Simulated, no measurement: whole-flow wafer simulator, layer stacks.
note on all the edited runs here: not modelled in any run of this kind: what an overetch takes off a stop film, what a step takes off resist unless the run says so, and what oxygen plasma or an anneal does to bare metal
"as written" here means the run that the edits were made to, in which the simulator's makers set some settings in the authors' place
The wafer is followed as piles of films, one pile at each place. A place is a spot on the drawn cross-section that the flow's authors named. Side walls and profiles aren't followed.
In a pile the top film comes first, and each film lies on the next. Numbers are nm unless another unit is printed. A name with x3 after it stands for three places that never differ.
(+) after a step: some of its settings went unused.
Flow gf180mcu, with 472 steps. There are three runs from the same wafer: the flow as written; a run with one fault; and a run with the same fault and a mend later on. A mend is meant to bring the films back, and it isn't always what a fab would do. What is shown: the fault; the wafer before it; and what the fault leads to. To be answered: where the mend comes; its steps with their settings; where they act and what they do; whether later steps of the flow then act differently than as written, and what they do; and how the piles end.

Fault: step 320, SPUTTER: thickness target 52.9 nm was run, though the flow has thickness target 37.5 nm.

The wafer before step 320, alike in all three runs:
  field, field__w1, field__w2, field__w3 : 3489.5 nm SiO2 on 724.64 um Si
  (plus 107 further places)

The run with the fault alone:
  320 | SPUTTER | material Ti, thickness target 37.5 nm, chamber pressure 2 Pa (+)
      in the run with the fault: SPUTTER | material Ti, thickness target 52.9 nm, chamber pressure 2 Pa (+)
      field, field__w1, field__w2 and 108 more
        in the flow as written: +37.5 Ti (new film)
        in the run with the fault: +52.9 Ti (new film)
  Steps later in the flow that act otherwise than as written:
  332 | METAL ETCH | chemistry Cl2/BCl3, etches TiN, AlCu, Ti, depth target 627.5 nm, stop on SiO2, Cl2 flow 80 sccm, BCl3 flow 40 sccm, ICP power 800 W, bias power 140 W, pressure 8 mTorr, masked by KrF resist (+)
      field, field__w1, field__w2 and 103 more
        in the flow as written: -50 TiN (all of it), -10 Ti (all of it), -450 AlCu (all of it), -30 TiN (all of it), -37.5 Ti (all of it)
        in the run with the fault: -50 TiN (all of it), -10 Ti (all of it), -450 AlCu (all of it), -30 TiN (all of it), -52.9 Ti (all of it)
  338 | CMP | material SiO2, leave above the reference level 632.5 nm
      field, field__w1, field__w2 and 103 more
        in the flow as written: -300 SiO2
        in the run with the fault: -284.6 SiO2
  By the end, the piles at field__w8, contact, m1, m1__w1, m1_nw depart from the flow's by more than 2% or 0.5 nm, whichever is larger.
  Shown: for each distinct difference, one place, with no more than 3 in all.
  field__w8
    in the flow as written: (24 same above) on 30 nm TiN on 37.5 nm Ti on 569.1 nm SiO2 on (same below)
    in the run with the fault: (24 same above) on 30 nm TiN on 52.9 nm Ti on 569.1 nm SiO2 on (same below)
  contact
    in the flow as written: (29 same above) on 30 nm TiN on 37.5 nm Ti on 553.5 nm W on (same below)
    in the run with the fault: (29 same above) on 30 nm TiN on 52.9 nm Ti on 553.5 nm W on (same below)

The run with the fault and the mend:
  After step 320 comes the mend.
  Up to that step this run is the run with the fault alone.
  320a | METAL ETCH | chemistry Cl2/BCl3, etches TiN, AlCu, Ti, depth target 15.4 nm, Cl2 flow 80 sccm, BCl3 flow 40 sccm, ICP power 800 W, bias power 140 W, pressure 8 mTorr (the flow's step 260, run once more with other settings)
      field, field__w1, field__w2 and 108 more
        -15.4 Ti
  Every later step of the flow that is run acts as written at every place that is followed.
  The piles end the same as the flow's at every place that both follow.
